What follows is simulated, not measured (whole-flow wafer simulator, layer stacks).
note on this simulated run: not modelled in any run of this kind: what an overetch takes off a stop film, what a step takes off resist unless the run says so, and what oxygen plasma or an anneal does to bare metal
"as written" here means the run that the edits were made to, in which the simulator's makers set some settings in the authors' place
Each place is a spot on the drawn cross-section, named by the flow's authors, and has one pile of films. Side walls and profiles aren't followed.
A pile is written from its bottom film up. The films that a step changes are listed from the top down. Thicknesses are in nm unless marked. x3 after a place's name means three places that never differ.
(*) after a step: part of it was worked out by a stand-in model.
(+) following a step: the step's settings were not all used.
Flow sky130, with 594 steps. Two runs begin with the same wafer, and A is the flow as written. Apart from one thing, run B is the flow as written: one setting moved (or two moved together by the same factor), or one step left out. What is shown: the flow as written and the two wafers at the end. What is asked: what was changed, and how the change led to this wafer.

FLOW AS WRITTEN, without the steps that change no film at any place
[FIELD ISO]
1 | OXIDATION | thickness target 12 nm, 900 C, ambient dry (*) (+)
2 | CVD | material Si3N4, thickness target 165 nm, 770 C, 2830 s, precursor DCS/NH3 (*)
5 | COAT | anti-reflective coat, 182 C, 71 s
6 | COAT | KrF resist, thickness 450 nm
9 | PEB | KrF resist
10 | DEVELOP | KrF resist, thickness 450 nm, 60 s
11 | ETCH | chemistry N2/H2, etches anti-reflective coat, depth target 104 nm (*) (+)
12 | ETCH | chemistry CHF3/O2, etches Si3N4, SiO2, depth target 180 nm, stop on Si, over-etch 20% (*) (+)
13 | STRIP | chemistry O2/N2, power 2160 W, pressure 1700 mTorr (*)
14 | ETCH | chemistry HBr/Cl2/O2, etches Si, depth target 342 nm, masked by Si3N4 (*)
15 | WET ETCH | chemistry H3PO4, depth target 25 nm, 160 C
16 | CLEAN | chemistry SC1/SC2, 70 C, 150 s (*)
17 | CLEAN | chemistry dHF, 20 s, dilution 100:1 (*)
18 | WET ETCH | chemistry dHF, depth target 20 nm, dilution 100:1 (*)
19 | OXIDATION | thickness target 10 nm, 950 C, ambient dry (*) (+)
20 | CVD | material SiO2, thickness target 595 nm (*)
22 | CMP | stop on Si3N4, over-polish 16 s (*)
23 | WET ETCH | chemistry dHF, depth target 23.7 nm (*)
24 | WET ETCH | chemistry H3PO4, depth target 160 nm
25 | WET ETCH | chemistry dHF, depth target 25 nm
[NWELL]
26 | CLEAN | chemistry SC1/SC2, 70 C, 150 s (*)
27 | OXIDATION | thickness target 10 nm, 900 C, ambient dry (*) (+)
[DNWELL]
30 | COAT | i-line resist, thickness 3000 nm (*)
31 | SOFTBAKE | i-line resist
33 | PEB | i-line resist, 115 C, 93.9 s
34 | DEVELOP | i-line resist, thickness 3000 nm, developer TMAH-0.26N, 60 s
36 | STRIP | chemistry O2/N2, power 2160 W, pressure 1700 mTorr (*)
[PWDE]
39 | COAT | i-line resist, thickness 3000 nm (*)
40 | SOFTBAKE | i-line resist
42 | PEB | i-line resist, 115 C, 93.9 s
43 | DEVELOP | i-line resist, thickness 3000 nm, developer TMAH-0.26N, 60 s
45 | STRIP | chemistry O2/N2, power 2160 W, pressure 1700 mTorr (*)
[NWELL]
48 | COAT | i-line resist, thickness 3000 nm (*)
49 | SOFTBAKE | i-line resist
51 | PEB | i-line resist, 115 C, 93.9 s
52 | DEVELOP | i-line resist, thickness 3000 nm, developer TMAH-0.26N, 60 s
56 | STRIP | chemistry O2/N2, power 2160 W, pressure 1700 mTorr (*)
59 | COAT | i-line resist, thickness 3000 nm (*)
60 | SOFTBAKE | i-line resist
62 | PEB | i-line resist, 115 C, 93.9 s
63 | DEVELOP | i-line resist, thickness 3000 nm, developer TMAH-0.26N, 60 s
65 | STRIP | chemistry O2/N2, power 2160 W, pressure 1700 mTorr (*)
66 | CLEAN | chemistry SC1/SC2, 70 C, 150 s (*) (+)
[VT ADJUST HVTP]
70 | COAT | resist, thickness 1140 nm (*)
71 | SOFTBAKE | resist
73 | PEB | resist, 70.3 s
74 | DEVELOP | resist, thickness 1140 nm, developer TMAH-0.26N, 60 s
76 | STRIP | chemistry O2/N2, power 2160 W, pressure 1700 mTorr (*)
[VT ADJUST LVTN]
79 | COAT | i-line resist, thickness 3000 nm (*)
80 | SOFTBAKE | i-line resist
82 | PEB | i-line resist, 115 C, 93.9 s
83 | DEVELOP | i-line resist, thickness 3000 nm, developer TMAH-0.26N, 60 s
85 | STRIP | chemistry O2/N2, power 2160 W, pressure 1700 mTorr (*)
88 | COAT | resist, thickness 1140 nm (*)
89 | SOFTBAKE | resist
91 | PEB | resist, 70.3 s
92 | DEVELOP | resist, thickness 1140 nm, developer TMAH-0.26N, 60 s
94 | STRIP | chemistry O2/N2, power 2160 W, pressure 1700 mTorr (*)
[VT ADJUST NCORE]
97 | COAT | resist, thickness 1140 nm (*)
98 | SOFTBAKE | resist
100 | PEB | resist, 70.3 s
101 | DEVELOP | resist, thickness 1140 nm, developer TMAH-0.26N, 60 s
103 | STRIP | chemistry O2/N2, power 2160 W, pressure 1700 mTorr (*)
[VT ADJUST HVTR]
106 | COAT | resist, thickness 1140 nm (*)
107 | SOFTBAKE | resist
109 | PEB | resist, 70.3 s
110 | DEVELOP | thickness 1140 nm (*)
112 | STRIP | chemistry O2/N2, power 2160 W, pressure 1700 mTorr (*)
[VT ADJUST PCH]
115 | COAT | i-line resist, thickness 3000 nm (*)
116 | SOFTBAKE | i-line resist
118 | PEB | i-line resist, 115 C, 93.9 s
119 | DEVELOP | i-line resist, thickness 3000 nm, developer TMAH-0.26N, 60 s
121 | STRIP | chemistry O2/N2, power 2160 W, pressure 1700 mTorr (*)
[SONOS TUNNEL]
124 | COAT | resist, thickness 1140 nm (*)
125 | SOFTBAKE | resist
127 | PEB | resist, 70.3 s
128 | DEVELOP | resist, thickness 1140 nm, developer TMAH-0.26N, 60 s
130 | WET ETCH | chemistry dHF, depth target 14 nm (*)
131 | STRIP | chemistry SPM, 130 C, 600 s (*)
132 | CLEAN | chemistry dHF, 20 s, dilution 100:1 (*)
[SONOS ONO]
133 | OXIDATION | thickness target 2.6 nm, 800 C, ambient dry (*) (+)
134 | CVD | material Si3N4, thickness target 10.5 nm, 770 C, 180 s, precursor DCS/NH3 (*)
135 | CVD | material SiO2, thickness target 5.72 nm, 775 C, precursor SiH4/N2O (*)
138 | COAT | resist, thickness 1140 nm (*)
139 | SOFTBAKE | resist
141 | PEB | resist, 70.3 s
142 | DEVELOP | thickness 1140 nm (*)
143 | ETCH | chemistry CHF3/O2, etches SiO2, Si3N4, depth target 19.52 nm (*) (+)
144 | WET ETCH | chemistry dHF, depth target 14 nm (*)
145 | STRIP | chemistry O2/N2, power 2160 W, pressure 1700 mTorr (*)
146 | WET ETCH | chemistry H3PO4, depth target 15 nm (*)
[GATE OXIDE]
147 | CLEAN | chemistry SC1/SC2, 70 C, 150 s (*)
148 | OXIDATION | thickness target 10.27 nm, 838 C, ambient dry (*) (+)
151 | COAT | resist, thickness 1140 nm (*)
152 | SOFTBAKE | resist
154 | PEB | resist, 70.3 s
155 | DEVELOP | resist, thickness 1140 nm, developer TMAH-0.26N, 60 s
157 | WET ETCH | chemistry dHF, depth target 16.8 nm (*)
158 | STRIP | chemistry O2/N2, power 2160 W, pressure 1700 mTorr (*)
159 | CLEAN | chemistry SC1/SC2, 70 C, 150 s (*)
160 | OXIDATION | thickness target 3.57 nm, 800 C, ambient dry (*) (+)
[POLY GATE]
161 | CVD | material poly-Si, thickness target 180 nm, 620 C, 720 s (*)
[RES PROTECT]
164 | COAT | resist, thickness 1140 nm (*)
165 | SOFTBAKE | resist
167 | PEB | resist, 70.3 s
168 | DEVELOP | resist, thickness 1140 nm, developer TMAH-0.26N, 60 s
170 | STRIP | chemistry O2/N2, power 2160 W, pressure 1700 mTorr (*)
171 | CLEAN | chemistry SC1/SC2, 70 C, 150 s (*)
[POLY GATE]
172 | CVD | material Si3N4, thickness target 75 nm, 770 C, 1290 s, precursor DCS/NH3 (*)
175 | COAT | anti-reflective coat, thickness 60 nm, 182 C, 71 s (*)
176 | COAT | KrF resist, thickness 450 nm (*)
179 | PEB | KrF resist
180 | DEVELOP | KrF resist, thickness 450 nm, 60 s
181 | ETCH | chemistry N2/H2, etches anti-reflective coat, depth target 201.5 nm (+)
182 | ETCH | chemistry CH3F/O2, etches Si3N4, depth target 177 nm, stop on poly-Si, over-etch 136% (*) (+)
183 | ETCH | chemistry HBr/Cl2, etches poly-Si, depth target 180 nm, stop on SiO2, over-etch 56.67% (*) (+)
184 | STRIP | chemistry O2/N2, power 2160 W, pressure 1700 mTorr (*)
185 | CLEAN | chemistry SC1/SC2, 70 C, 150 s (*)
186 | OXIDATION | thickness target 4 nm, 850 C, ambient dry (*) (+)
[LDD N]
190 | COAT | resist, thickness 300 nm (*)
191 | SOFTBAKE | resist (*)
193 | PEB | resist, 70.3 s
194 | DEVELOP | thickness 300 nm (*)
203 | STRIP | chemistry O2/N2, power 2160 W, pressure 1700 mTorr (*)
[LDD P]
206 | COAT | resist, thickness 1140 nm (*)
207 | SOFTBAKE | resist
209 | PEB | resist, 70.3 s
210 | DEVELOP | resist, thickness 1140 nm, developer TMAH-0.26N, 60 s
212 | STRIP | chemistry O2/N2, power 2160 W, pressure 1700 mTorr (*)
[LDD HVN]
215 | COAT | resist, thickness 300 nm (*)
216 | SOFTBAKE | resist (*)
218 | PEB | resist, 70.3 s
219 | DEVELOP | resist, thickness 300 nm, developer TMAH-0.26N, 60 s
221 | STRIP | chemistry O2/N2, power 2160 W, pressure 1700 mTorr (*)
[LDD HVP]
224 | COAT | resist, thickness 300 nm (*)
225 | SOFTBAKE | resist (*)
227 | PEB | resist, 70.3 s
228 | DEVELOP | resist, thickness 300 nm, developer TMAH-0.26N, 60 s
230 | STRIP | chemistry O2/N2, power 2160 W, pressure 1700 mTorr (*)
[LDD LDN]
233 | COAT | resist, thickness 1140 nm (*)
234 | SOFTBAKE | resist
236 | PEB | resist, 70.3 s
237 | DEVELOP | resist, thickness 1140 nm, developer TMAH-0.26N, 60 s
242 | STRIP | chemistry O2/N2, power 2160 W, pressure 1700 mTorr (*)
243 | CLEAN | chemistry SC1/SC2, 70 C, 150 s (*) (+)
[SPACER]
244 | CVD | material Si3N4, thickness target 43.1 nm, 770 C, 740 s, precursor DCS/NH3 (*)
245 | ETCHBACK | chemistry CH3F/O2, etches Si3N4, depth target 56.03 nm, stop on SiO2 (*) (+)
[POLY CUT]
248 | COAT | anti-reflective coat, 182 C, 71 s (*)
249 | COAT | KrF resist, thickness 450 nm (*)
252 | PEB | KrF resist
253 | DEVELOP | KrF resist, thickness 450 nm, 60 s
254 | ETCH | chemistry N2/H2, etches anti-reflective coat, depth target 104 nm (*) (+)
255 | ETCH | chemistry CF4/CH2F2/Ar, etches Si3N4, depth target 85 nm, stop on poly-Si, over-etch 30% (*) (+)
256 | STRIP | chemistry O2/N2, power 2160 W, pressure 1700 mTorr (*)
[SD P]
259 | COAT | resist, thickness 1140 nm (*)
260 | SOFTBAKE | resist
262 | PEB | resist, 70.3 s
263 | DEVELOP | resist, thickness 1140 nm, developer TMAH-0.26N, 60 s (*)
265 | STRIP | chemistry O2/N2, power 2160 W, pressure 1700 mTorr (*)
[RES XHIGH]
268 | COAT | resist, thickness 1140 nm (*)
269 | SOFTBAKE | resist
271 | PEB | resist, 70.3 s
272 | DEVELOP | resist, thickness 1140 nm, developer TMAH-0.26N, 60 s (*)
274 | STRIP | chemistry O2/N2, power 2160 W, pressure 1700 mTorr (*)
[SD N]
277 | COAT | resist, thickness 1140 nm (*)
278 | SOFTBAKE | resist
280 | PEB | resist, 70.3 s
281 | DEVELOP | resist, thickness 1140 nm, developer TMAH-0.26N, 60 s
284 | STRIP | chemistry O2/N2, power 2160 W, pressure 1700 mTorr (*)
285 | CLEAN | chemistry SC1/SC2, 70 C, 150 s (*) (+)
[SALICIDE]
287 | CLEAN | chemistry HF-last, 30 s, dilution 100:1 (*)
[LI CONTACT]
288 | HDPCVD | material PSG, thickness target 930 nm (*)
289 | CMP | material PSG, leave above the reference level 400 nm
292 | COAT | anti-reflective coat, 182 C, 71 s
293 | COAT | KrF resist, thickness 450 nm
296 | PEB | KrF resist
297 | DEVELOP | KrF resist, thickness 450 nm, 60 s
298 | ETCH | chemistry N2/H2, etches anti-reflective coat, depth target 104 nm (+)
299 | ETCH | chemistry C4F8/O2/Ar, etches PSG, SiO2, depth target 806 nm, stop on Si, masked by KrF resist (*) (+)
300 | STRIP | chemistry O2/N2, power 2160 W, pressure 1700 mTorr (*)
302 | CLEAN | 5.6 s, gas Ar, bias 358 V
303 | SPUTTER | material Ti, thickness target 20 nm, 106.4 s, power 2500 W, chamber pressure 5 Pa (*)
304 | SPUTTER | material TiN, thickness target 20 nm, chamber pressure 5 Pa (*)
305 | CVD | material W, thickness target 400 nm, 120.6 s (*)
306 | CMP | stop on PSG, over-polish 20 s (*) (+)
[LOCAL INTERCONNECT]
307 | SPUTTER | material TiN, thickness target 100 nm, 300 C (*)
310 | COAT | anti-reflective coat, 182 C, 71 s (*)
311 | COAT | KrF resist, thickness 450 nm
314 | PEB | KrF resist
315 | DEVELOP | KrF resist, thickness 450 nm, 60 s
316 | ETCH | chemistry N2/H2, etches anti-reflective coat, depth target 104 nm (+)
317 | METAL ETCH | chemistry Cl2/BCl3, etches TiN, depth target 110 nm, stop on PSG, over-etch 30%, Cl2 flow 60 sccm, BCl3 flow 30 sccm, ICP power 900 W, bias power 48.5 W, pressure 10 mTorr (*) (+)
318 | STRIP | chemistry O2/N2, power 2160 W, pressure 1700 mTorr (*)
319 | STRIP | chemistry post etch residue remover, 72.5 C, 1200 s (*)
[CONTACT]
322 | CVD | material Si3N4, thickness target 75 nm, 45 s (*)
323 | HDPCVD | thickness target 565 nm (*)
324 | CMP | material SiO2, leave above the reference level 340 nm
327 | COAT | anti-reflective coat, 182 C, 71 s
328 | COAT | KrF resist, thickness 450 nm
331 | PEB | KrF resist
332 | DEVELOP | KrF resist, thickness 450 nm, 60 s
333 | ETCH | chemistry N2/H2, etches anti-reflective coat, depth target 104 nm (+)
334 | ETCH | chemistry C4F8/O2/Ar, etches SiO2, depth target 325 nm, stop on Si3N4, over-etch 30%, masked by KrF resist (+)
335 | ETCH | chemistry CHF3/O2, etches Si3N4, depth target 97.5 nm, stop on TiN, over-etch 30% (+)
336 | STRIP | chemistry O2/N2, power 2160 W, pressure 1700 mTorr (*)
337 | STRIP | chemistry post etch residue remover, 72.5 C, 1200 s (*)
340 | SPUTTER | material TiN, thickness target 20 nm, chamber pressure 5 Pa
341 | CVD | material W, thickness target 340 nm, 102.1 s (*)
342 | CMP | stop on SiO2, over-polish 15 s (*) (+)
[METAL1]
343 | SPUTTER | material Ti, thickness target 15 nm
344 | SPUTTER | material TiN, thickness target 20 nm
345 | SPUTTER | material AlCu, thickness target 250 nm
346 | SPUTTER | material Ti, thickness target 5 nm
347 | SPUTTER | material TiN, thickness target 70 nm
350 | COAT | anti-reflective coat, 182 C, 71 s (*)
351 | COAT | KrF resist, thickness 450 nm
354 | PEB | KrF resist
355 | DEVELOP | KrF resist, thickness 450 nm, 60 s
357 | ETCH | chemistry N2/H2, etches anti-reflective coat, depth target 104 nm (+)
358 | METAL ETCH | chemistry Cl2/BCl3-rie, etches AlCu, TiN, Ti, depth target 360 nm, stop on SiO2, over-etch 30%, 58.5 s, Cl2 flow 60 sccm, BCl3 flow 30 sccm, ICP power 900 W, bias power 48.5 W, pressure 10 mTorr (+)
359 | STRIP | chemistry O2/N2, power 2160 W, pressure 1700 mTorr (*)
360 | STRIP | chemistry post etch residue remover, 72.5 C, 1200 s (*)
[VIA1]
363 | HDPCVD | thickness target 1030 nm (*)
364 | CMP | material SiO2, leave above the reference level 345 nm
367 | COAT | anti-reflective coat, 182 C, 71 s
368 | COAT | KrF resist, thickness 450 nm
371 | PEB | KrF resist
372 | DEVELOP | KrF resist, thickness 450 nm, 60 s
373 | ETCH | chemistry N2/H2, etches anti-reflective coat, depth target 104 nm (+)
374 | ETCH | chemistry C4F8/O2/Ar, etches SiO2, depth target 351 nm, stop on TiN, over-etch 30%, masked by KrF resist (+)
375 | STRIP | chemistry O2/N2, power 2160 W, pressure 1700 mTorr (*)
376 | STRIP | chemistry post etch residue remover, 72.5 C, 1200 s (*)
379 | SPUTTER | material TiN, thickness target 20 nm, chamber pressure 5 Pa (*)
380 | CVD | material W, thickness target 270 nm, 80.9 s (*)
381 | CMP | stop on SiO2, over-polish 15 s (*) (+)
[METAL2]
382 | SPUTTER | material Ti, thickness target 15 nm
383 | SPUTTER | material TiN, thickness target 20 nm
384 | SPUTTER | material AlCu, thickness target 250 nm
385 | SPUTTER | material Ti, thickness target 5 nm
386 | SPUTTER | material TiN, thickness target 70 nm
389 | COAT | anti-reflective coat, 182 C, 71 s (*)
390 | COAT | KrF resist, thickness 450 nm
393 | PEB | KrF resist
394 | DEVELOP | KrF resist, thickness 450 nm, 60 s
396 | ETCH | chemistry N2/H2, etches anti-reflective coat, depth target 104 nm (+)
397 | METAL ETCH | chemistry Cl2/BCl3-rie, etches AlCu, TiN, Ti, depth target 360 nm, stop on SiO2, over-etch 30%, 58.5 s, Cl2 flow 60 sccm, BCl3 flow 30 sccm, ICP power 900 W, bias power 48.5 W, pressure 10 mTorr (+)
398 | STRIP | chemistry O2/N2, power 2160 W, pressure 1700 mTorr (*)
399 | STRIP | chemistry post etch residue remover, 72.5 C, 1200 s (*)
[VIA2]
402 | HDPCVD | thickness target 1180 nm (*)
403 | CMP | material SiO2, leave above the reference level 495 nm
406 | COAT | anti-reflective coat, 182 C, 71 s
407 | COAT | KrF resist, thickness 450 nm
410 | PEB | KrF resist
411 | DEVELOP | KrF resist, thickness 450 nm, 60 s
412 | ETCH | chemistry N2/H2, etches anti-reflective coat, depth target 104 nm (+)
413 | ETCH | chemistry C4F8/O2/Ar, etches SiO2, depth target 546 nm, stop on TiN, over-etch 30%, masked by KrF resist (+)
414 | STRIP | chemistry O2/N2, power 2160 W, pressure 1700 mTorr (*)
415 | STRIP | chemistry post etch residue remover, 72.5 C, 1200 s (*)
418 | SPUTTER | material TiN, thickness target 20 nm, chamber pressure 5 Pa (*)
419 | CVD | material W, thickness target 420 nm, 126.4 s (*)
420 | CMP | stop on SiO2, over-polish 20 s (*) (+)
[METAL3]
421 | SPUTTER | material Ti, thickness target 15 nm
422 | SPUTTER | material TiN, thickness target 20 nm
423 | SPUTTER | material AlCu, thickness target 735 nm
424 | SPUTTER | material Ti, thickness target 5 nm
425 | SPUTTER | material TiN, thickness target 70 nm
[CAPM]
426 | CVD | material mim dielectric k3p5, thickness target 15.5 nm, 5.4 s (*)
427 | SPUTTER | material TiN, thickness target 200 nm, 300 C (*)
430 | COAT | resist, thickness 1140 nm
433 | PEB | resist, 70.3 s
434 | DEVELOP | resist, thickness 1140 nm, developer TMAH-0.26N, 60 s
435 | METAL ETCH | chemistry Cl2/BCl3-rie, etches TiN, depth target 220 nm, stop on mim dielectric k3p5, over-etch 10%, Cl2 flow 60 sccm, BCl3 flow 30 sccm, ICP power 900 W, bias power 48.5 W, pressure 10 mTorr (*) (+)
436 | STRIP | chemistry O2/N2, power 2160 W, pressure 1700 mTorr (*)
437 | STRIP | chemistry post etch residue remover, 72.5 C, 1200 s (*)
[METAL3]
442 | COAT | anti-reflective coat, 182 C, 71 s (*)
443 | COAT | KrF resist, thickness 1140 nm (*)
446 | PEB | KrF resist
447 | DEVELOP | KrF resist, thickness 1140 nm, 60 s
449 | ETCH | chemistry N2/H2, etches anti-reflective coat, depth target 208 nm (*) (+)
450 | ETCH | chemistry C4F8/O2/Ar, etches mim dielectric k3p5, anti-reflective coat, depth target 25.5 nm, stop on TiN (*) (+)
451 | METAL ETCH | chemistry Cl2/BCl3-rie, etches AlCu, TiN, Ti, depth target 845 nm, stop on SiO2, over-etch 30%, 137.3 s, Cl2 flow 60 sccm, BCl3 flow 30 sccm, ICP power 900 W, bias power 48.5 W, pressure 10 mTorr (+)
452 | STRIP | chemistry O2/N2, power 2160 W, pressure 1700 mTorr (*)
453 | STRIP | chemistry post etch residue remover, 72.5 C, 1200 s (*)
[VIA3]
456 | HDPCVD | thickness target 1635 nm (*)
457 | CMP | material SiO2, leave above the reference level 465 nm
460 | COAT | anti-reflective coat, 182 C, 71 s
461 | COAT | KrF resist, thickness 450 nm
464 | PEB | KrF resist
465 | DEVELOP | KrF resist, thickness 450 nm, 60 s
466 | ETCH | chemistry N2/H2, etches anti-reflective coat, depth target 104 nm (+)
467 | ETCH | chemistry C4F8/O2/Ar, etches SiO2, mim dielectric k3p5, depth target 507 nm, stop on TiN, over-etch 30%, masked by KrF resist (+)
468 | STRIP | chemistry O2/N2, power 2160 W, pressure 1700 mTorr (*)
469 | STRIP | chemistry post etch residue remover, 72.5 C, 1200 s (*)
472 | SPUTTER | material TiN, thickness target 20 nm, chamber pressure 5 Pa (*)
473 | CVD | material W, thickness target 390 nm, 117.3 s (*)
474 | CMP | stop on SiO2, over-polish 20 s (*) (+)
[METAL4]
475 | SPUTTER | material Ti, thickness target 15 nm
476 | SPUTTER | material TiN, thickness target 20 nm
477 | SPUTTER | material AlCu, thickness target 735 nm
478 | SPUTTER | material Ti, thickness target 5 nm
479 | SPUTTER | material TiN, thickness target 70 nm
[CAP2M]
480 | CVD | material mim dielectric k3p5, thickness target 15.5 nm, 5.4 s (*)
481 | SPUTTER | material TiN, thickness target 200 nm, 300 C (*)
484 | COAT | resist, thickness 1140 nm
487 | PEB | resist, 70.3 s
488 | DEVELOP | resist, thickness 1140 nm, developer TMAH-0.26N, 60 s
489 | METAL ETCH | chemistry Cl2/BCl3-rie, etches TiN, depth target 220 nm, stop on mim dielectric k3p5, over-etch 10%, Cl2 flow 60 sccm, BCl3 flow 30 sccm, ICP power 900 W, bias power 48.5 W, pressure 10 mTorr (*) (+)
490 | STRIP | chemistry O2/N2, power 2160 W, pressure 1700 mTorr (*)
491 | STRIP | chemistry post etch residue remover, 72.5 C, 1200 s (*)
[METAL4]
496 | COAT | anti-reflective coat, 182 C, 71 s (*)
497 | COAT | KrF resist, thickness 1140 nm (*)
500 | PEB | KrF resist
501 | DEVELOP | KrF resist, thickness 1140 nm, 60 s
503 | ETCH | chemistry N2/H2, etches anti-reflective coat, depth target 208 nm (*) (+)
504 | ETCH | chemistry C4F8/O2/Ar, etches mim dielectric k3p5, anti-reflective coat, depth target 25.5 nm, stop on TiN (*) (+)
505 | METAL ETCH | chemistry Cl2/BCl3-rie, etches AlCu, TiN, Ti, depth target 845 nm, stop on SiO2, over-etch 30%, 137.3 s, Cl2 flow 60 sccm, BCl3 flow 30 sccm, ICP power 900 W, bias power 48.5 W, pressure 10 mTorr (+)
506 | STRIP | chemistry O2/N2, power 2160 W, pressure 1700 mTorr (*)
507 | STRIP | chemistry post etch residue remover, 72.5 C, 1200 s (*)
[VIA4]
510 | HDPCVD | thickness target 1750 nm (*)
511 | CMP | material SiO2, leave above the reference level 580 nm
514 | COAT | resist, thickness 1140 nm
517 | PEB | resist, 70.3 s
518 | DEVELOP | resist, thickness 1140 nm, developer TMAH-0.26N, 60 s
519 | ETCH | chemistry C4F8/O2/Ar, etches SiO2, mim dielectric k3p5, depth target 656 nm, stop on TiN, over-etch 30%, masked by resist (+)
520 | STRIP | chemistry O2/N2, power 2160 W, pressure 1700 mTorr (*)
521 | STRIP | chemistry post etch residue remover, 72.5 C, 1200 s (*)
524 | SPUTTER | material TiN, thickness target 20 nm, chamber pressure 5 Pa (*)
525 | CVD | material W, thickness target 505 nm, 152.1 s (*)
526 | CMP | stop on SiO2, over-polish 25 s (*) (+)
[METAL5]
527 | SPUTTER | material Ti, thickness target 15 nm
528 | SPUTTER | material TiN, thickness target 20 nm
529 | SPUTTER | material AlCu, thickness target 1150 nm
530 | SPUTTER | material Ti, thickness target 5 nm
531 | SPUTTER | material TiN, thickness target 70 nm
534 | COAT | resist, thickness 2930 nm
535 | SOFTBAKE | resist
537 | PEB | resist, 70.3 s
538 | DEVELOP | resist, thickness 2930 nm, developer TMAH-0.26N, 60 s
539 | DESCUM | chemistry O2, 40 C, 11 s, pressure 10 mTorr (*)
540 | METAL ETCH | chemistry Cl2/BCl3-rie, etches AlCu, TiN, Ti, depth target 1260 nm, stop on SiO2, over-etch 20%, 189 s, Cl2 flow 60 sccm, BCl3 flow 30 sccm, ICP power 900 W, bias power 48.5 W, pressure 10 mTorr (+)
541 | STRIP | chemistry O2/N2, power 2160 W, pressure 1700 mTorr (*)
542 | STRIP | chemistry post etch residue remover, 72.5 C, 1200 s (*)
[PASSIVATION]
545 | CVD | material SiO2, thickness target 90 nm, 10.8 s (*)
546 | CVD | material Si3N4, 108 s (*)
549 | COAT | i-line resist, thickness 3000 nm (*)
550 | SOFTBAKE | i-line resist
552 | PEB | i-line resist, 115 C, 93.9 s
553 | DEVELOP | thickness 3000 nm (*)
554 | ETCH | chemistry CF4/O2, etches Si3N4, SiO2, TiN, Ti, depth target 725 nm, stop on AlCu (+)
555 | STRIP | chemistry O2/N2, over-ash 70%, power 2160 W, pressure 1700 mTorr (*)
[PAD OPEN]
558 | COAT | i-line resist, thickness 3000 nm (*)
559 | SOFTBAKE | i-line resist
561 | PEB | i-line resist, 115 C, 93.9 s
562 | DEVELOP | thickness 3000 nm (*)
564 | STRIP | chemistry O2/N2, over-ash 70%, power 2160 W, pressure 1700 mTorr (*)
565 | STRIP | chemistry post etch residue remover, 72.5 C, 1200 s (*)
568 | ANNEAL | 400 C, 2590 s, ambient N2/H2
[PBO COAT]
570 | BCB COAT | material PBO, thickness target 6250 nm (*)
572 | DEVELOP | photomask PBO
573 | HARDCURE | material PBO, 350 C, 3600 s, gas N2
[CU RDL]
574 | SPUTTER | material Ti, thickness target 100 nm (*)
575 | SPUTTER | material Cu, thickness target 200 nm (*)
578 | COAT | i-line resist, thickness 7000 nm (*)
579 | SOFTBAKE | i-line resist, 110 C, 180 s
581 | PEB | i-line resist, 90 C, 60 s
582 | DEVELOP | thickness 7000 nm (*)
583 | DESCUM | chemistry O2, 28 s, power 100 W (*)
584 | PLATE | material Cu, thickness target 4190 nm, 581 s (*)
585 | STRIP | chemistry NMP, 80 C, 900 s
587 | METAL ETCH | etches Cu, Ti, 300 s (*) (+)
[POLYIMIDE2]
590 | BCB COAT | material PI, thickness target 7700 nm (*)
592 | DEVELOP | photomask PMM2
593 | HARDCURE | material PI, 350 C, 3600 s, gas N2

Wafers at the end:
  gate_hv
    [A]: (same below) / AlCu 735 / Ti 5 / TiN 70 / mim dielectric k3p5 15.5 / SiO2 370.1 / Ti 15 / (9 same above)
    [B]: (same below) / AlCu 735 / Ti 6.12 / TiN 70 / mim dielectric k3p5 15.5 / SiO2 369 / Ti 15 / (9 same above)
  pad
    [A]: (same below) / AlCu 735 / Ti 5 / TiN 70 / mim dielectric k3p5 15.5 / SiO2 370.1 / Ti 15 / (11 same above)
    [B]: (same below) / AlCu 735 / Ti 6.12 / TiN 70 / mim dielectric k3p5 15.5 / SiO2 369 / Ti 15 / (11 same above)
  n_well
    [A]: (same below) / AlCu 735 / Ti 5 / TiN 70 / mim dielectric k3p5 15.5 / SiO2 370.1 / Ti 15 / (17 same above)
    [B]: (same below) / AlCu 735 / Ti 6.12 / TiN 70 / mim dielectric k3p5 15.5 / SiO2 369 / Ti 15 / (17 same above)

What caused this: step 424, SPUTTER: thickness target 6.12 nm was run, whereas the flow has thickness target 5 nm.
The wafer lets one read it off: gate_hv has Ti 6.12, and step 424 as written asks for 5 nm.

How this came from the change, step by step:
  424 | SPUTTER | material Ti, thickness target 5 nm
      field, active, n_well and 188 more: A Ti gains 5 (new film) | B Ti gains 6.12 (new film)
  451 | METAL ETCH | chemistry Cl2/BCl3-rie, etches AlCu, TiN, Ti, depth target 845 nm, stop on SiO2, over-etch 30%, 137.3 s, Cl2 flow 60 sccm, BCl3 flow 30 sccm, ICP power 900 W, bias power 48.5 W, pressure 10 mTorr (+)
      field, gate, spacer and 68 more: A TiN loses 70 (all of it), Ti loses 5 (all of it), AlCu loses 735 (all of it), TiN loses 20 (all of it), Ti loses 15 (all of it), SiO2 loses 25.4 | B TiN loses 70 (all of it), Ti loses 6.12 (all of it), AlCu loses 735 (all of it), TiN loses 20 (all of it), Ti loses 15 (all of it), SiO2 loses 25.2
      active, vpp_ln, vpp_iso2 and 11 more: A TiN loses 70 (all of it), Ti loses 5 (all of it), AlCu loses 735 (all of it), TiN loses 20 (all of it), Ti loses 15 (all of it), SiO2 loses 25.3 | B TiN loses 70 (all of it), Ti loses 6.12 (all of it), AlCu loses 735 (all of it), TiN loses 20 (all of it), Ti loses 15 (all of it), SiO2 loses 25.2
